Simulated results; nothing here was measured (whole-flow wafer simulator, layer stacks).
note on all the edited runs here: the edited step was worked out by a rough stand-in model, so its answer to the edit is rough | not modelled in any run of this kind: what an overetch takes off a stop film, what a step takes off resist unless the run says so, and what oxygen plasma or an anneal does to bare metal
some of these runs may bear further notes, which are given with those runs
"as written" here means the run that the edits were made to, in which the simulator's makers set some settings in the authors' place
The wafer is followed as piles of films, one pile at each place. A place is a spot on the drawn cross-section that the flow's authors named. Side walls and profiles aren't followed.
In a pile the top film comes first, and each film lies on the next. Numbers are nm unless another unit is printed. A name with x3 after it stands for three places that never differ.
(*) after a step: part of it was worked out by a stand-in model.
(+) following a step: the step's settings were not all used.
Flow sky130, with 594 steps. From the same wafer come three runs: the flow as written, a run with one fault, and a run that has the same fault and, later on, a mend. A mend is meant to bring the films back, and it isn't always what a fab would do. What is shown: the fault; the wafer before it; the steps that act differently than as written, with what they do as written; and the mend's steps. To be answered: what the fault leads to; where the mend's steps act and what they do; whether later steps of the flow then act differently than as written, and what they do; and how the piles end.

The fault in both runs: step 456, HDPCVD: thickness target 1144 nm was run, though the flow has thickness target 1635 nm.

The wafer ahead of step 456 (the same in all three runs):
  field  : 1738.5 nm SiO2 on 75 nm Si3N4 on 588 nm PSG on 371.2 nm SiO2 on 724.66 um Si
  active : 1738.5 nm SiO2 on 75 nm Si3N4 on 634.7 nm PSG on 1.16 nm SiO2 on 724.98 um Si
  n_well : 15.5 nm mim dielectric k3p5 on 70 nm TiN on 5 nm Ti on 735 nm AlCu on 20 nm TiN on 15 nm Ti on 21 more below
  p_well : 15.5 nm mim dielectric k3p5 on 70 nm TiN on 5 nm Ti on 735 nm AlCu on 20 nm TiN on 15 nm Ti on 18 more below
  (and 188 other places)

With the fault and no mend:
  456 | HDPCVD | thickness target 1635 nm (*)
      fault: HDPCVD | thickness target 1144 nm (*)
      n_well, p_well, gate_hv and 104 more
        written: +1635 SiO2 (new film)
        fault: +1144 SiO2 (new film)
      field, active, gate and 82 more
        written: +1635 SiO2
        fault: +1144 SiO2
  Steps further on in the flow that do not act as written (not shown: 20 more steps that differ only slightly, by at most 2% or 0.5 nm, whichever is larger):
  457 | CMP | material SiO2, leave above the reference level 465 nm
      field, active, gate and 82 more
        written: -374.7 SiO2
        fault: nothing
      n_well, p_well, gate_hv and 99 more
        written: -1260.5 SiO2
        fault: -769.5 SiO2
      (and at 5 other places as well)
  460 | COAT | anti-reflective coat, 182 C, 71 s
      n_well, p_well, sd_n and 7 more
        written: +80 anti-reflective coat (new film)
        fault: +3 anti-reflective coat (new film)
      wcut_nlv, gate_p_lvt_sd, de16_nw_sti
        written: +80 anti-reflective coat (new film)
        fault: +78.1 anti-reflective coat (new film)
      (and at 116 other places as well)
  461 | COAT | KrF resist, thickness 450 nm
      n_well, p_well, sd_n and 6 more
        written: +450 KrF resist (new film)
        fault: +408.1 KrF resist (new film)
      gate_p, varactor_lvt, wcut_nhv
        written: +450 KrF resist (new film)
        fault: +434.3 KrF resist (new film)
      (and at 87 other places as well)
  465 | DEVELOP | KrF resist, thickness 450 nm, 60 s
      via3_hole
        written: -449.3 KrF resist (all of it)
        fault: -410.2 KrF resist (all of it)
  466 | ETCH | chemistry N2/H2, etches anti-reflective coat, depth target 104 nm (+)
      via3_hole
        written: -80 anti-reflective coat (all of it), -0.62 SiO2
        fault: -15.4 anti-reflective coat (all of it)
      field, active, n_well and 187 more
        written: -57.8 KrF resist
        fault: -8.9 KrF resist
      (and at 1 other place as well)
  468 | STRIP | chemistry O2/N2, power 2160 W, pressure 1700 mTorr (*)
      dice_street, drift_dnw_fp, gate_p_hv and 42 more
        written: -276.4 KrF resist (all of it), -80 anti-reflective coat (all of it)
        fault: -325.3 KrF resist (all of it), -80 anti-reflective coat (all of it)
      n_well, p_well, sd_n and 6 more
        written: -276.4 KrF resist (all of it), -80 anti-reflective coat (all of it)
        fault: -283.5 KrF resist (all of it), -3 anti-reflective coat (all of it)
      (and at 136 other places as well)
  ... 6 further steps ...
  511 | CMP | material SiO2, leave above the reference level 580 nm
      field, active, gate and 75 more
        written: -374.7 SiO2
        fault: -393.2 SiO2
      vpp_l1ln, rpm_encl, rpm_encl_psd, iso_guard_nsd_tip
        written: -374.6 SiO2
        fault: -393.2 SiO2
  At field, active, gate and 84 more, the piles at the end differ from the flow's by more than 2% or 0.5 nm, whichever is larger.
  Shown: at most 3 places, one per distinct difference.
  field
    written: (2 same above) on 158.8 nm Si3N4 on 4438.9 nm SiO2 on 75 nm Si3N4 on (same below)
    fault: (2 same above) on 158.8 nm Si3N4 on 1451.3 nm SiO2 on 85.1 nm W on 20 nm TiN on 2882.5 nm SiO2 on 75 nm Si3N4 on (same below)
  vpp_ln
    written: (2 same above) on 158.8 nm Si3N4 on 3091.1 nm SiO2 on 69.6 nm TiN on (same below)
    fault: (2 same above) on 158.8 nm Si3N4 on 1451.3 nm SiO2 on 85.1 nm W on 20 nm TiN on 1534.7 nm SiO2 on 69.6 nm TiN on (same below)
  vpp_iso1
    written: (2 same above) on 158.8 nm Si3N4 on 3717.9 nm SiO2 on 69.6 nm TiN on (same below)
    fault: (2 same above) on 158.8 nm Si3N4 on 1451.3 nm SiO2 on 85.1 nm W on 20 nm TiN on 2161.5 nm SiO2 on 69.6 nm TiN on (same below)

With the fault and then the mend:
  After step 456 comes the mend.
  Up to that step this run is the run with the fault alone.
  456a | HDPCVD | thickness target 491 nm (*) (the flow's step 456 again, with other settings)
      field, active, n_well and 189 more
        +491 SiO2
  Every later step of the flow that is run acts as written at every place that is followed.
  The piles end the same as the flow's at every place that both follow.
